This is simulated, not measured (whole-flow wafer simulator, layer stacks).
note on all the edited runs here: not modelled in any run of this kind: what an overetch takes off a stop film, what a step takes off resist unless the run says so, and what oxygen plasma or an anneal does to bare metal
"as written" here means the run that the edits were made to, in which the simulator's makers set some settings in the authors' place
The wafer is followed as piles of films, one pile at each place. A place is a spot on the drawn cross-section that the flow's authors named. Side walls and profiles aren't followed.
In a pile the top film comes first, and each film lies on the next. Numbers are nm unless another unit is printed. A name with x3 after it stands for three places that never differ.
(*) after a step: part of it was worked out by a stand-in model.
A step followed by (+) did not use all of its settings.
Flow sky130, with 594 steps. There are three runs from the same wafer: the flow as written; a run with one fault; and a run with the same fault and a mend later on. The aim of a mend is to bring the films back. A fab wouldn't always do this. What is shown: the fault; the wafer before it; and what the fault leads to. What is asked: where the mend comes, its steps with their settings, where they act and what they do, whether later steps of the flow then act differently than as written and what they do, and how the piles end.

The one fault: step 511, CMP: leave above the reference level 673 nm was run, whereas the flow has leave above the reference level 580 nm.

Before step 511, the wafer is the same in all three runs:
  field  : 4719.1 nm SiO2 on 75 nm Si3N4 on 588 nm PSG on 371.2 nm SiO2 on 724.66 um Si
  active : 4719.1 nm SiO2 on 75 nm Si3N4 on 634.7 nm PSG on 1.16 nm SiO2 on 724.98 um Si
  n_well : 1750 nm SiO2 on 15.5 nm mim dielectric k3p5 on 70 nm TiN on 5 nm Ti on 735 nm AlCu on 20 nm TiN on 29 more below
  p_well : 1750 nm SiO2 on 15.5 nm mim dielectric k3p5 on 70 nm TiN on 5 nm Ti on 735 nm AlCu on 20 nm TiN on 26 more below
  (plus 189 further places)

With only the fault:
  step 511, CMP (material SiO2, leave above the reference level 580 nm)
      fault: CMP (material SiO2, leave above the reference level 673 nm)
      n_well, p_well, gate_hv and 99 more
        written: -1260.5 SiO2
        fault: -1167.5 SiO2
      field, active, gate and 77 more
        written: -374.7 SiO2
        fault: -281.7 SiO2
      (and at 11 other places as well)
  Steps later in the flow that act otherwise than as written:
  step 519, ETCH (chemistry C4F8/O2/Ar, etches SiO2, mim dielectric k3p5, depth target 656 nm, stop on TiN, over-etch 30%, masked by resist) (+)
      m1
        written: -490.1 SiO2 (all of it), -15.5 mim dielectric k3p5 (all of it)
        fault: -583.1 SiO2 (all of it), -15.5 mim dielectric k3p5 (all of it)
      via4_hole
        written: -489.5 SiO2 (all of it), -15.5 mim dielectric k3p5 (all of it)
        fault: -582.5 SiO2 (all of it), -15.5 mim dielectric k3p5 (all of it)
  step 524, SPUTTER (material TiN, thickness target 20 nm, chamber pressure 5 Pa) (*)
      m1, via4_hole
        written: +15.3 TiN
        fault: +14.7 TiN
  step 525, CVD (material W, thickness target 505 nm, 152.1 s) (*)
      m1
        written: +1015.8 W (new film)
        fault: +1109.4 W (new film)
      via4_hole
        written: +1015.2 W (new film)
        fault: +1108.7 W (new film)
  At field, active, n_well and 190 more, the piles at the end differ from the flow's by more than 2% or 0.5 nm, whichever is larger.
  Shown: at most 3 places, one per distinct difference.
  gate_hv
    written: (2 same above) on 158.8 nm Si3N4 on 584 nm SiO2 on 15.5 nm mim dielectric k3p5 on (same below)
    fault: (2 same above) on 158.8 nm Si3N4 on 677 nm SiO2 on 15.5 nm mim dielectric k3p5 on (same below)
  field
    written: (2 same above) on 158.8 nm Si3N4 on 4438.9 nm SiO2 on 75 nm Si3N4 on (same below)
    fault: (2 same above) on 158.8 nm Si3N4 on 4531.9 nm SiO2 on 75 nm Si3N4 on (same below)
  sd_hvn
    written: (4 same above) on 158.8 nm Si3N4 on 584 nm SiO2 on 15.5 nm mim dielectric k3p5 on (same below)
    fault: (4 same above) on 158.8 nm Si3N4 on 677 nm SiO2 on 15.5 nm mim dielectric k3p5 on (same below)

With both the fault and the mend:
  The mend stands after step 511.
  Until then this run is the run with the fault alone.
  step 511a, CMP (material SiO2, leave above the reference level 580 nm) (the flow's step 511, run once more)
      field, active, n_well and 190 more
        -93 SiO2
  Every later step of the flow that is run acts as written at every place that is followed.
  At every place that both follow, the piles at the end match the flow's.
